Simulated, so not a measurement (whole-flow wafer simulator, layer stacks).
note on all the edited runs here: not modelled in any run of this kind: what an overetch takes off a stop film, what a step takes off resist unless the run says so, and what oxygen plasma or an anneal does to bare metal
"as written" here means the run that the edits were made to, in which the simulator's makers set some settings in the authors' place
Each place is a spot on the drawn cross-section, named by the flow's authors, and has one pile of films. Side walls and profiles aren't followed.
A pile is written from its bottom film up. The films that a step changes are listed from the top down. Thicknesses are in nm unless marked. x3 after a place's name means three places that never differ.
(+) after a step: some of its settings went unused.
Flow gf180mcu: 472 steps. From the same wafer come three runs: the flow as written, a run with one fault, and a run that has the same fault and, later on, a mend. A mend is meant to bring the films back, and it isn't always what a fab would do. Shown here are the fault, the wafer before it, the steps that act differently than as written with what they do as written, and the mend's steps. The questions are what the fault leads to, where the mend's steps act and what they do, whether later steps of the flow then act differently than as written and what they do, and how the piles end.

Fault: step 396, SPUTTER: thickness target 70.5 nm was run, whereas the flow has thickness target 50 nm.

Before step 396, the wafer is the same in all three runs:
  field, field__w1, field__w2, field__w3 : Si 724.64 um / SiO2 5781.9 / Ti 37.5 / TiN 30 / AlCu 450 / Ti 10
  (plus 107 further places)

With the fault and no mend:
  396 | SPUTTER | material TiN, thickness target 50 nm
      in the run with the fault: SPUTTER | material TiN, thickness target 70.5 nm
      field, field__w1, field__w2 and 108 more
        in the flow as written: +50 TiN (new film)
        in the run with the fault: +70.5 TiN (new film)
  Steps further on in the flow that do not act as written (not shown: 1 more step that differs only slightly, by at most 2% or 0.5 nm, whichever is larger):
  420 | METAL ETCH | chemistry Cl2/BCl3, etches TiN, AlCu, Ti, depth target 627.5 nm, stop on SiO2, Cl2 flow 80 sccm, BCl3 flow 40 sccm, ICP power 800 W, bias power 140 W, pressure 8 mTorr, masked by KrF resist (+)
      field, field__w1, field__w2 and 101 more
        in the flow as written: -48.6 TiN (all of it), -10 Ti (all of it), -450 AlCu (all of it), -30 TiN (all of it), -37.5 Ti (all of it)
        in the run with the fault: -69.1 TiN (all of it), -10 Ti (all of it), -450 AlCu (all of it), -30 TiN (all of it), -37.5 Ti (all of it)
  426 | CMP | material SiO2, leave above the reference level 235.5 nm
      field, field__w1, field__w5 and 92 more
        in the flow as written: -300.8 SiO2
        in the run with the fault: -280.3 SiO2
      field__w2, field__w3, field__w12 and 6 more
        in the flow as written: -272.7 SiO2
        in the run with the fault: -251.2 SiO2
  By the end, the piles at field__w4, field__w8, contact, m1, m1__w1, mim, mim_1p0, m1_nw depart from the flow's by more than 2% or 0.5 nm, whichever is larger.
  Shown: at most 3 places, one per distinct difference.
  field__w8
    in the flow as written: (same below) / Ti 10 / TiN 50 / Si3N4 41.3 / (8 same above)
    in the run with the fault: (same below) / Ti 10 / TiN 70.5 / Si3N4 41.3 / (8 same above)
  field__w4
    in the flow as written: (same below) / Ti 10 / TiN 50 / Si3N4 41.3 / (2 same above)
    in the run with the fault: (same below) / Ti 10 / TiN 70.5 / Si3N4 41.3 / (2 same above)
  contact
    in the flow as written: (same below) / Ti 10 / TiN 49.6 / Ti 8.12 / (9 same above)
    in the run with the fault: (same below) / Ti 10 / TiN 70.1 / Ti 8.12 / (9 same above)

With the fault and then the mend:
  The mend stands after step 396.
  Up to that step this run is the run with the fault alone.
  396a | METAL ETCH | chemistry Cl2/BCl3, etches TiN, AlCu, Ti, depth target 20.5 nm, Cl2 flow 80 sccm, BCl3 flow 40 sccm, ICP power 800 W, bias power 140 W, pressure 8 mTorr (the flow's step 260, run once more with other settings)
      field, field__w1, field__w2 and 108 more
        -20.5 TiN
  Later steps of the flow that are run all act as written at every place that is followed.
  By the end, the piles equal the flow's at every place that both follow.
